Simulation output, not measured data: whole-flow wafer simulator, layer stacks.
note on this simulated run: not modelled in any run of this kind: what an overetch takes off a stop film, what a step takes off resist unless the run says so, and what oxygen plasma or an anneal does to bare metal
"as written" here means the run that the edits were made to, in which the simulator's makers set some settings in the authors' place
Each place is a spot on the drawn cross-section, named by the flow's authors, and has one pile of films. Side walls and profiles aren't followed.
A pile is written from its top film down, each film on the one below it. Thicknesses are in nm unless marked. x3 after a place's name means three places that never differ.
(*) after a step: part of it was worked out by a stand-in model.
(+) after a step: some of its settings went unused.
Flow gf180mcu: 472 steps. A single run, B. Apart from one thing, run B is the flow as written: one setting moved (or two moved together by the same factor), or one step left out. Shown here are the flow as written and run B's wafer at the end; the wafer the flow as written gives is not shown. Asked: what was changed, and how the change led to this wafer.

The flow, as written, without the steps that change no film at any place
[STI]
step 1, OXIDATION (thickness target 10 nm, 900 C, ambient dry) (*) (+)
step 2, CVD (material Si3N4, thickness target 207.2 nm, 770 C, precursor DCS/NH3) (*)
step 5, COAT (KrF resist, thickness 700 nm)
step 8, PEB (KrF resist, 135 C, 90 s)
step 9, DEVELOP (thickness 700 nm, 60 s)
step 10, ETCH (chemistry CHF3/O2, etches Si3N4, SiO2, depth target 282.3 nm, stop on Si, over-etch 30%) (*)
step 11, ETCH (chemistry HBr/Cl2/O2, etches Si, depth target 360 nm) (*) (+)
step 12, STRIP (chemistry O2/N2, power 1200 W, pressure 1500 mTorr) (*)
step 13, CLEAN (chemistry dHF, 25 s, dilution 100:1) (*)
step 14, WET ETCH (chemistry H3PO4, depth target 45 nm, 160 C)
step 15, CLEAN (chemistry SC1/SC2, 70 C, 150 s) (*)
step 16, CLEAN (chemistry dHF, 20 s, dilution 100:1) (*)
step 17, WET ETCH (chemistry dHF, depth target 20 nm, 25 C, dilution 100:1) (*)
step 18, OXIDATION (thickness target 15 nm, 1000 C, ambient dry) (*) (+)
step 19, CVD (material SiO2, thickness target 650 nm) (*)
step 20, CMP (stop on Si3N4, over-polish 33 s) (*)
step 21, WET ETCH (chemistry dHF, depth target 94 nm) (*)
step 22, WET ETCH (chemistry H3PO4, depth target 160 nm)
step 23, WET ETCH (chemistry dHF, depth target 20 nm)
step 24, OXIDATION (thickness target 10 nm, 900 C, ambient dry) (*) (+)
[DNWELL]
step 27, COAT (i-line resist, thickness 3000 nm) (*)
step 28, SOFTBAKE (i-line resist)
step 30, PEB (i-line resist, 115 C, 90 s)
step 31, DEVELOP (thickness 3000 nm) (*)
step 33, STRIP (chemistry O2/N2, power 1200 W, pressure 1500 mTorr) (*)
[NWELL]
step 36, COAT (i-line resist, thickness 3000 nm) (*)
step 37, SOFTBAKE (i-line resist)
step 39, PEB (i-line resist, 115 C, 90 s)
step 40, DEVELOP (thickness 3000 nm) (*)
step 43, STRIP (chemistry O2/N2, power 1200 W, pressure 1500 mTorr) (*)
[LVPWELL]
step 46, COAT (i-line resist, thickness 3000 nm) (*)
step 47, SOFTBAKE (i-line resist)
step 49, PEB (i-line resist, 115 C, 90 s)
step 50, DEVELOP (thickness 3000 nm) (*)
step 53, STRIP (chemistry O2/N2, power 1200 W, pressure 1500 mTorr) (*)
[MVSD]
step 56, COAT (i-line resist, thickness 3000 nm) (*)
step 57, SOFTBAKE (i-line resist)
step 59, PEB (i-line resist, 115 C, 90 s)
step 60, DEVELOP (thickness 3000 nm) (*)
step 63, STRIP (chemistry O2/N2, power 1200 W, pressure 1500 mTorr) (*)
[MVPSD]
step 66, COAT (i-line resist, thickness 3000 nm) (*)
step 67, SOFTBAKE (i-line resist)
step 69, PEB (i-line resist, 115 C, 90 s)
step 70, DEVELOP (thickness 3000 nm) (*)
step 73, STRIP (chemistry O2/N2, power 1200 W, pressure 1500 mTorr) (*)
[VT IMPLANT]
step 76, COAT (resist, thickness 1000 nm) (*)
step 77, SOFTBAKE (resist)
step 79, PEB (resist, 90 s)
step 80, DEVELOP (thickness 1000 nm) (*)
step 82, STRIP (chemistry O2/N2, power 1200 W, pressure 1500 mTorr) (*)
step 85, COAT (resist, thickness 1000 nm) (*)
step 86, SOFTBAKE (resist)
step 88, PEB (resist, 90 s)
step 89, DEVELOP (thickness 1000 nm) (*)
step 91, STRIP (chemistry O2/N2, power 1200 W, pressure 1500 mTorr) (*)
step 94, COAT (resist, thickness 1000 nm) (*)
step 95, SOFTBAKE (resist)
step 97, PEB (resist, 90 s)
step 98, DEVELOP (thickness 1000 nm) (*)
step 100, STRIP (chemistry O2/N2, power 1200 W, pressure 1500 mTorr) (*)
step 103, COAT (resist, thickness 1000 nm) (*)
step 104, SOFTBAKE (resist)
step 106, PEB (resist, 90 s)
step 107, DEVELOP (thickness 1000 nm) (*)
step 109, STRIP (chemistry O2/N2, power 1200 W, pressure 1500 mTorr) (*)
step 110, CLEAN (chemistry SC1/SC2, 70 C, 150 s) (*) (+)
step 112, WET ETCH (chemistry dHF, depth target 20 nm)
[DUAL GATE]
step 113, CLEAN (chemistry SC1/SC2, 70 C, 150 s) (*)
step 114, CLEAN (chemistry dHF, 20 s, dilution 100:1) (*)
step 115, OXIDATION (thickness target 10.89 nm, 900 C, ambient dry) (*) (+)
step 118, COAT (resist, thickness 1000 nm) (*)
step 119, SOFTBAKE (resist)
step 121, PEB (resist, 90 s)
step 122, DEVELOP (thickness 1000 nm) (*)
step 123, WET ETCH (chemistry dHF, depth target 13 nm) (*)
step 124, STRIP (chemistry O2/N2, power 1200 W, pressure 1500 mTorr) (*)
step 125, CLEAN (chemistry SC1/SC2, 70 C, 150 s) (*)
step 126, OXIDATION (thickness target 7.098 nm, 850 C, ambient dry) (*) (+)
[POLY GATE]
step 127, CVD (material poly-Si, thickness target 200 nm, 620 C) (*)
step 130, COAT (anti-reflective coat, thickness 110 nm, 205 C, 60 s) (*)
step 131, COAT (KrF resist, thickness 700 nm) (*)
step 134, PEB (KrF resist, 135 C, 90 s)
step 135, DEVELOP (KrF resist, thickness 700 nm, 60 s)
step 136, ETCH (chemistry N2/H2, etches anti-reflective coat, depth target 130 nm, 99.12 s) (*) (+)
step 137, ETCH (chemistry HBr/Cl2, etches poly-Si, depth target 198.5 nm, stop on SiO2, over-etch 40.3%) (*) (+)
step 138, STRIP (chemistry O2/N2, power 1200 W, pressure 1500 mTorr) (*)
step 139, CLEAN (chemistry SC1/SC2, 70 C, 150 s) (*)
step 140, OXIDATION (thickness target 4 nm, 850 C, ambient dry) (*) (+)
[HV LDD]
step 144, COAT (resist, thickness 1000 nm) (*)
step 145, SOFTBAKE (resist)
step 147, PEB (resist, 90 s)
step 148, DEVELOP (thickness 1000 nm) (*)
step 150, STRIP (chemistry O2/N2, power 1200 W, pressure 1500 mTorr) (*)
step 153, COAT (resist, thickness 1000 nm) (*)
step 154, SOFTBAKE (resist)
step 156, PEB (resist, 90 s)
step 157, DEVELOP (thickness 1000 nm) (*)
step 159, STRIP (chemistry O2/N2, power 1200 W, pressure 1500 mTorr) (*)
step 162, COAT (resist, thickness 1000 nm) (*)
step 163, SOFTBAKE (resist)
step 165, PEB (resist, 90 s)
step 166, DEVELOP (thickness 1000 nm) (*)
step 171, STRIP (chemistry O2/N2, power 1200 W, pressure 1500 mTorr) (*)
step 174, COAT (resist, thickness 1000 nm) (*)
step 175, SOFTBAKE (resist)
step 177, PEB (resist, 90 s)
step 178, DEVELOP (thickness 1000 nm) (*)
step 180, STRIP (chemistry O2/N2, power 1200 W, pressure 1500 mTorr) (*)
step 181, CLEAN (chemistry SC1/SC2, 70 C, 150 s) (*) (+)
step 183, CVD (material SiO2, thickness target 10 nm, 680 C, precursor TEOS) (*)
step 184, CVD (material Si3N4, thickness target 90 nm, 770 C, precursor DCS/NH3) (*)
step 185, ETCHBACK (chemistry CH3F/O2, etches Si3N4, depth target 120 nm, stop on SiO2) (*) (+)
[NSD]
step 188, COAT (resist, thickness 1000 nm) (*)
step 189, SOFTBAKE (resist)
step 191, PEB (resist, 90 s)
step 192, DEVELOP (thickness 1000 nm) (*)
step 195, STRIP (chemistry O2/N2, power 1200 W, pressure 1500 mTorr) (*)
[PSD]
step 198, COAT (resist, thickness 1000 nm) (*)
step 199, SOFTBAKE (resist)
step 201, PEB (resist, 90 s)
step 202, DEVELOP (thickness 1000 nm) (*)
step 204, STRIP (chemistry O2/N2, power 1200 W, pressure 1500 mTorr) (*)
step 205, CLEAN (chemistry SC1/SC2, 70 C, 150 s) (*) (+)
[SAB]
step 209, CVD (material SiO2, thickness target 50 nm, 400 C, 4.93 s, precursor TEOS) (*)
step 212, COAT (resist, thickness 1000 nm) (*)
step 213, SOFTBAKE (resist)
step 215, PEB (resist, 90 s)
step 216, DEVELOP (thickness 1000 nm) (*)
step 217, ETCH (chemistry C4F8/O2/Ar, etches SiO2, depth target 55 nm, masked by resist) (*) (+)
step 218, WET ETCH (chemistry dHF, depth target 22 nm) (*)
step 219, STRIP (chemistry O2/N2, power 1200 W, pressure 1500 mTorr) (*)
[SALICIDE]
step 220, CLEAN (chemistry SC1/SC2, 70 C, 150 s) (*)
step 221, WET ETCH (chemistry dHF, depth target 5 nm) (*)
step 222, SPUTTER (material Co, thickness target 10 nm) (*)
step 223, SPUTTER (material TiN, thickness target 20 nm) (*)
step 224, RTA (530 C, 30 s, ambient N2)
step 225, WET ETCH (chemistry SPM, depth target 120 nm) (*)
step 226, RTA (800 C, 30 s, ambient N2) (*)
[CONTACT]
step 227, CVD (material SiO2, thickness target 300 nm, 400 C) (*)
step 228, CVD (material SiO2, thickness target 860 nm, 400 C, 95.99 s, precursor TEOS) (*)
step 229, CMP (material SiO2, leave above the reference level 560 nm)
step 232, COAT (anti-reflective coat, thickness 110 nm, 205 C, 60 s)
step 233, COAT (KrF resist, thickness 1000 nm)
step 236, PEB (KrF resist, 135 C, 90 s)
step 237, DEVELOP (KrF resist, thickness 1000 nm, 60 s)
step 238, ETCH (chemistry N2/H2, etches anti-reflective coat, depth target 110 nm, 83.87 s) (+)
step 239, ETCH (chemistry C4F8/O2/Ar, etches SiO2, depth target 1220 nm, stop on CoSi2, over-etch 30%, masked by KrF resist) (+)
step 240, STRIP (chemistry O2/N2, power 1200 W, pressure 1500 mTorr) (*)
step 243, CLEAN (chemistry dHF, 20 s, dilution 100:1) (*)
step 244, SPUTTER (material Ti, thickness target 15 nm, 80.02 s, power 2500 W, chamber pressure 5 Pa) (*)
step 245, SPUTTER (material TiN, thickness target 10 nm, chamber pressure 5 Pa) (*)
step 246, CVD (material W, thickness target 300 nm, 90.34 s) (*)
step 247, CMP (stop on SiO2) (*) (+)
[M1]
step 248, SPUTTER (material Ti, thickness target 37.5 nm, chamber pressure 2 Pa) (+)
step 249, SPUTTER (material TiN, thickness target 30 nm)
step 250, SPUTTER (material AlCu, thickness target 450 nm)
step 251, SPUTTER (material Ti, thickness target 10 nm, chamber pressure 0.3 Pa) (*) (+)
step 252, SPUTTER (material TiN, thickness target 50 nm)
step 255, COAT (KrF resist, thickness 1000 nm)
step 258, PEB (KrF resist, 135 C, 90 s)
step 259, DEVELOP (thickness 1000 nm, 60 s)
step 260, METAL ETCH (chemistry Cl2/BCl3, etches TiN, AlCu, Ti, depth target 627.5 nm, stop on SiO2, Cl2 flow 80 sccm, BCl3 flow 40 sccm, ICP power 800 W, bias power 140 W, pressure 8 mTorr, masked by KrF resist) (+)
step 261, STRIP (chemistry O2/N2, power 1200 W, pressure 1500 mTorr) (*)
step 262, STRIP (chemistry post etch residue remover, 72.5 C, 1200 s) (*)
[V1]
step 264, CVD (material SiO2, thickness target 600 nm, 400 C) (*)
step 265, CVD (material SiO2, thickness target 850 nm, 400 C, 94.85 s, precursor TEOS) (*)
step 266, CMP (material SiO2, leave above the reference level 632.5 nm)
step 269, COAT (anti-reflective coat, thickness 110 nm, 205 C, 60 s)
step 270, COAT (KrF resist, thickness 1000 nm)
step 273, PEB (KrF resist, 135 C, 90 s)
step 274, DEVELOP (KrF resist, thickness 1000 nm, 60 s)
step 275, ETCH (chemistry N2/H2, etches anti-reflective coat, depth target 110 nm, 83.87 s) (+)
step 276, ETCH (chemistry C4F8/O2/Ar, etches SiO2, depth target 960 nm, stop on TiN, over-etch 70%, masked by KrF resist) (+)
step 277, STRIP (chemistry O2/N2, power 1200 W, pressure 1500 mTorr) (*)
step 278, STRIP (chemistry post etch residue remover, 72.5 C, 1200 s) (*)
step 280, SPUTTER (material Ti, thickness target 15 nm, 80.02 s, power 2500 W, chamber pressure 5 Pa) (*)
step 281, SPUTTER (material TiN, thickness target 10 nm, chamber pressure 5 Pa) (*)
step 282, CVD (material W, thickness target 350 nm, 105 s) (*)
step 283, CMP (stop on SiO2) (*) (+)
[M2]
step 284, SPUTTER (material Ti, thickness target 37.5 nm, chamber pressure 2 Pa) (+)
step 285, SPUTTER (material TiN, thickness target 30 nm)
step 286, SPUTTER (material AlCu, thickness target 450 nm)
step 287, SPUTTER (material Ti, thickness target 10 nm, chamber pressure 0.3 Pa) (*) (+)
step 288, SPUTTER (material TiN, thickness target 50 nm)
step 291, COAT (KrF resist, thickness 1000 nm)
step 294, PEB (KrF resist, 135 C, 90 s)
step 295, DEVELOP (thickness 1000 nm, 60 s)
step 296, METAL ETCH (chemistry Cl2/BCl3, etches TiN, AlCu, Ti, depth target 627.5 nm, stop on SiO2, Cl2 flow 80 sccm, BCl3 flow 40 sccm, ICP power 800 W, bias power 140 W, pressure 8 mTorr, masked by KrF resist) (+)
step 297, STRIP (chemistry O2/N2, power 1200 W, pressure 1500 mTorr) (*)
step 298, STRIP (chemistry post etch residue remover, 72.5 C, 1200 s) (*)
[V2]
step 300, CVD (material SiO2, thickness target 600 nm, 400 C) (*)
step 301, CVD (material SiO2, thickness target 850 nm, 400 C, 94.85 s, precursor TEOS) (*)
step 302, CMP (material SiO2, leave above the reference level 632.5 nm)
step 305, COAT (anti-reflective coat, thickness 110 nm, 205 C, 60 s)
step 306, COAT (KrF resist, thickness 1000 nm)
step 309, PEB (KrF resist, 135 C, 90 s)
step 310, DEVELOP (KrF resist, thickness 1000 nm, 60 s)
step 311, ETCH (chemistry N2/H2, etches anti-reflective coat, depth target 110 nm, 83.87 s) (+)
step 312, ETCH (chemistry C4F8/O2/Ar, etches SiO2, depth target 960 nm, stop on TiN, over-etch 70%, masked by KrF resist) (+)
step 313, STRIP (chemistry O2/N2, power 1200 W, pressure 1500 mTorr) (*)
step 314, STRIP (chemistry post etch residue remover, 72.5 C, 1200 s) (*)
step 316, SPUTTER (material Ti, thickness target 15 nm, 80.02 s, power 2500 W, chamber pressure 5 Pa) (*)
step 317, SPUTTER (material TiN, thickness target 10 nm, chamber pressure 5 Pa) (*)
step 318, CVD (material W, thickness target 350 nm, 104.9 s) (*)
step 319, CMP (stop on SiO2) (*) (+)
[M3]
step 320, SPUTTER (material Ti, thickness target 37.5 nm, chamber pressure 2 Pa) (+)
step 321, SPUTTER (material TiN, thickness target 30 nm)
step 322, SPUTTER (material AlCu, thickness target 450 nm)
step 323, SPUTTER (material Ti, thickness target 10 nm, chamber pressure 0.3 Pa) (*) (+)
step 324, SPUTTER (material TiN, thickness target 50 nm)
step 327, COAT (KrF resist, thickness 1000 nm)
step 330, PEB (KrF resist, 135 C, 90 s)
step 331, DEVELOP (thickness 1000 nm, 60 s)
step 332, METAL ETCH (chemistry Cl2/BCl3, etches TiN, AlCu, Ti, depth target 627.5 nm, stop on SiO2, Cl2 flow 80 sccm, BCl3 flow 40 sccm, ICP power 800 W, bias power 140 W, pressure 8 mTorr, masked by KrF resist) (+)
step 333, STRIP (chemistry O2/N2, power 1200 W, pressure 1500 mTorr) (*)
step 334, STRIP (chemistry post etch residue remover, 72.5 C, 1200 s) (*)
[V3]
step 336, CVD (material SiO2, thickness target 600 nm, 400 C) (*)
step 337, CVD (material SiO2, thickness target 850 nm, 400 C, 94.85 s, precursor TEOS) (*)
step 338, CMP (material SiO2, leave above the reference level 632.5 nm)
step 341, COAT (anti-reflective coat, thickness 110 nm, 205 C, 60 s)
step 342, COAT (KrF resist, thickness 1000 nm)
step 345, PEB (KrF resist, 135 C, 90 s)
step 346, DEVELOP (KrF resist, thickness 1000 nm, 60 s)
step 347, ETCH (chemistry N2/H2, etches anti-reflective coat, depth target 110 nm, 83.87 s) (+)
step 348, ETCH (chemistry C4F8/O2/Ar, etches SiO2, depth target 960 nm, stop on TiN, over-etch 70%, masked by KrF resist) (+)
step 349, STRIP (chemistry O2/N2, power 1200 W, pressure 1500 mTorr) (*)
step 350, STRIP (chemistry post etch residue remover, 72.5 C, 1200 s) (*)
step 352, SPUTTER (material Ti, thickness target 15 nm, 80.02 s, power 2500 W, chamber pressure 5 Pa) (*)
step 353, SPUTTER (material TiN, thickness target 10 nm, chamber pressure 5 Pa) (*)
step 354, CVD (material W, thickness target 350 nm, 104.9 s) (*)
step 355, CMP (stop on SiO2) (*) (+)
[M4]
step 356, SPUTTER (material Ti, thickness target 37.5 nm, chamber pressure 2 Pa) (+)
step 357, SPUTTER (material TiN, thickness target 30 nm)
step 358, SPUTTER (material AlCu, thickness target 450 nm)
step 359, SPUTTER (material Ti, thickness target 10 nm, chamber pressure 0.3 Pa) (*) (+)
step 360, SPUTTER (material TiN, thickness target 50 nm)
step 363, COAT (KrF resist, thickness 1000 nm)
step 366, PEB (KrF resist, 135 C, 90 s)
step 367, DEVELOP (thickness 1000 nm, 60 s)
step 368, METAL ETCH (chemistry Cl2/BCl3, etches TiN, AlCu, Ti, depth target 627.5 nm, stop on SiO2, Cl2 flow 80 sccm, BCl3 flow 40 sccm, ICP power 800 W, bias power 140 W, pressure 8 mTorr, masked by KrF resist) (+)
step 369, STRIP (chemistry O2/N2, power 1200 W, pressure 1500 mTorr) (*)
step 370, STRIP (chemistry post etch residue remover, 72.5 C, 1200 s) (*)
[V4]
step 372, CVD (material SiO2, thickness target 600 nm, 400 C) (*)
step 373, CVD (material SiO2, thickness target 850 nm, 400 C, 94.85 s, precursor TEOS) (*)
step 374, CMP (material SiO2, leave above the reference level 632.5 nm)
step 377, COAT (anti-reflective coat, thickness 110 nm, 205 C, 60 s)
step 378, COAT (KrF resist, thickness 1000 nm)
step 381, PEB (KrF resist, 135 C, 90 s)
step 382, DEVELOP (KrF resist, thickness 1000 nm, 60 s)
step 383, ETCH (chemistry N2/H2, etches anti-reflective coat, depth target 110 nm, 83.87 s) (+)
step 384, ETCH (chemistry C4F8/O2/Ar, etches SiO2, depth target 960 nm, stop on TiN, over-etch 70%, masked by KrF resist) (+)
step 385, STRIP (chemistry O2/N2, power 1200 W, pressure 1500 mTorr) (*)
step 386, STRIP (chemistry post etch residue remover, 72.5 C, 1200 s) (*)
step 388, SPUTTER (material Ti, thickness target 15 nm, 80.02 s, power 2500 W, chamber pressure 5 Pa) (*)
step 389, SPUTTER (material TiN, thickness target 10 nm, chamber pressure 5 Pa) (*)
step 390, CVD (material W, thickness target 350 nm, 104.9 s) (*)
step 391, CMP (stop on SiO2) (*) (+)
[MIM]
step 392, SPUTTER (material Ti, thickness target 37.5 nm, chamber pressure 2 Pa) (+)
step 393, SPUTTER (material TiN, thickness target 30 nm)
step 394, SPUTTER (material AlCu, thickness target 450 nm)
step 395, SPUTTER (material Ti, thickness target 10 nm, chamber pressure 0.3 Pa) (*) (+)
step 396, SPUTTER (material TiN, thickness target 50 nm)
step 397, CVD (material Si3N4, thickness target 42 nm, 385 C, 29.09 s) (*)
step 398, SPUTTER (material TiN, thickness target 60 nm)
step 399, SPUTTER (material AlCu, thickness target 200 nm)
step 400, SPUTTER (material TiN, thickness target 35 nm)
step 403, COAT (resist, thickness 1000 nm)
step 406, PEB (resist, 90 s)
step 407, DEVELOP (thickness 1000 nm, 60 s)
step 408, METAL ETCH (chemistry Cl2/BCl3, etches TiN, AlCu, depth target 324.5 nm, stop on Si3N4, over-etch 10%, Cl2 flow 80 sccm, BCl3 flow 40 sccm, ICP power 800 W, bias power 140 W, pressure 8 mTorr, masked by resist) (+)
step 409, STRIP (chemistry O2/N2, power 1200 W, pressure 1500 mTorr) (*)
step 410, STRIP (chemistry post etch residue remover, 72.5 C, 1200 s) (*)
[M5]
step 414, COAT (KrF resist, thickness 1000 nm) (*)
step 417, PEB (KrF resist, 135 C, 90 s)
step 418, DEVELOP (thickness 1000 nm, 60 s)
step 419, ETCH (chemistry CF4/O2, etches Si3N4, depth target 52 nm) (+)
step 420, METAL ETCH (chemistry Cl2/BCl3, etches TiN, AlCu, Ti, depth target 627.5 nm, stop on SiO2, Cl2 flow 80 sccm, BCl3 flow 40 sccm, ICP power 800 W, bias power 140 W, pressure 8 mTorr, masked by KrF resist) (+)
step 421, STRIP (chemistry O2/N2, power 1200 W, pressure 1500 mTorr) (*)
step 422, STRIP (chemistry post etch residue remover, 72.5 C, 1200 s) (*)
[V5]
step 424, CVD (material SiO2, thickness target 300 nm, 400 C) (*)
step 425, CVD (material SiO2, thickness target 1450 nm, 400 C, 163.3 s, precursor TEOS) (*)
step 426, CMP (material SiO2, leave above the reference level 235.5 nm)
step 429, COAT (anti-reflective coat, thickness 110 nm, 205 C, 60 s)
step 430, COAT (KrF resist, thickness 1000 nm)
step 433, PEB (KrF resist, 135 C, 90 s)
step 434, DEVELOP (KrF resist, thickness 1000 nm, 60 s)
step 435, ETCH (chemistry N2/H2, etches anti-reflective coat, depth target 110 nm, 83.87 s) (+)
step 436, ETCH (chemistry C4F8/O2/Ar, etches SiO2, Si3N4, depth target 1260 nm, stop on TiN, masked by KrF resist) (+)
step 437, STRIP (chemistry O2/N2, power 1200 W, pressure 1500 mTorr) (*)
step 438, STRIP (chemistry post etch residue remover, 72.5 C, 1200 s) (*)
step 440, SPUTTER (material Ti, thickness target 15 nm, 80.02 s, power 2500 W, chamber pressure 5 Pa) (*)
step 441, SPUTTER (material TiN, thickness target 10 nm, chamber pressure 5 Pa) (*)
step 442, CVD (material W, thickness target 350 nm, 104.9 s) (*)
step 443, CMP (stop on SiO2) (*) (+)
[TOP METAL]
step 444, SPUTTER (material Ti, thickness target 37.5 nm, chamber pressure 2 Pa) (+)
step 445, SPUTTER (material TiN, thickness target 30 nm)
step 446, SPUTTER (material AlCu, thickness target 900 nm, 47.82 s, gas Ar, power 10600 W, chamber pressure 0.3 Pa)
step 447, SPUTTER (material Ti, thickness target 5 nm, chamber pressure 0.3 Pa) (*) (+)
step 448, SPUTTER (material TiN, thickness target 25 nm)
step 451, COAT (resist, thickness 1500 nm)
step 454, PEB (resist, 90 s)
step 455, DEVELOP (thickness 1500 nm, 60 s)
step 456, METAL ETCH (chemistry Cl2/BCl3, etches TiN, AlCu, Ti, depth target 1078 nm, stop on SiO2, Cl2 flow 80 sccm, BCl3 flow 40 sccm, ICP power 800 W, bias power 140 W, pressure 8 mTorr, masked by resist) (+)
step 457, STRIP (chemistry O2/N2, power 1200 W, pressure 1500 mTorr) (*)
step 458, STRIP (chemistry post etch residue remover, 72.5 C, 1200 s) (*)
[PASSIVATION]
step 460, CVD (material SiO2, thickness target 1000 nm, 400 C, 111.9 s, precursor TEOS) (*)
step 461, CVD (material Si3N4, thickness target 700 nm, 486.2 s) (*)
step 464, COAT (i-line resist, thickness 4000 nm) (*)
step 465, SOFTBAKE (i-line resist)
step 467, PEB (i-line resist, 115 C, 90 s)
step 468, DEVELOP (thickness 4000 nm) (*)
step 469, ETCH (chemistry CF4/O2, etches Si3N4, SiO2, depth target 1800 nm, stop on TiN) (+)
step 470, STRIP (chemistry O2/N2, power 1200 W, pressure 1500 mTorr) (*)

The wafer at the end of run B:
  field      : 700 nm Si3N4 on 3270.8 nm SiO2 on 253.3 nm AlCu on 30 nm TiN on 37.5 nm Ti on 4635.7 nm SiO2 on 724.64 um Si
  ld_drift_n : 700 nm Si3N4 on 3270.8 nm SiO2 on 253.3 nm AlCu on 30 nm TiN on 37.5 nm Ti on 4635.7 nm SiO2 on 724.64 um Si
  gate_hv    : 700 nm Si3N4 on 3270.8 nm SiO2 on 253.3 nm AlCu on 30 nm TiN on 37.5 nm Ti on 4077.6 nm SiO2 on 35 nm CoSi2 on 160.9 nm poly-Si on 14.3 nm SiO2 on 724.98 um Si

Cause: step 368, METAL ETCH: depth target 251 nm was run, though the flow has depth target 627.5 nm.

Step by step, how the change led to this:
  step 368, METAL ETCH (chemistry Cl2/BCl3, etches TiN, AlCu, Ti, depth target 627.5 nm, stop on SiO2, Cl2 flow 80 sccm, BCl3 flow 40 sccm, ICP power 800 W, bias power 140 W, pressure 8 mTorr, masked by KrF resist) (+)
      field, field__w1, field__w2 and 103 more: TiN loses 50 (all of it), Ti loses 10 (all of it), AlCu loses 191 (as written it would have been: TiN loses 50 (all of it), Ti loses 10 (all of it), AlCu loses 450 (all of it), TiN loses 30 (all of it), Ti loses 37.5 (all of it))
      field__w8, contact, m1, m1__w1, m1_nw: KrF resist loses 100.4 (as written it would have been: KrF resist loses 251)
  step 369, STRIP (chemistry O2/N2, power 1200 W, pressure 1500 mTorr) (*)
      field__w8, contact, m1, m1__w1, m1_nw: KrF resist loses 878 (all of it) (as written it would have been: KrF resist loses 727.4 (all of it))
  step 370, STRIP (chemistry post etch residue remover, 72.5 C, 1200 s) (*)
      field, field__w1, field__w2 and 103 more: AlCu loses 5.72 (as written it would have been: nothing)
  step 372, CVD (material SiO2, thickness target 600 nm, 400 C) (*)
      field, field__w1, field__w2 and 103 more: SiO2 gains 600 (new film) (as written it would have been: SiO2 gains 600)
  step 374, CMP (material SiO2, leave above the reference level 632.5 nm)
      field, field__w1, field__w2 and 103 more: SiO2 loses 620.8 (as written it would have been: SiO2 loses 300)
With metal films that touch counted as one body, field has 1 body; the flow as written gives 0 bodies.
With metal films that touch counted as one body, ld_drift_n has 1 body; the flow as written gives 0 bodies.
With metal films that touch counted as one body, gate_hv has 2 bodies (between them, from the top down: SiO2 4077.6); the flow as written gives 1 body.
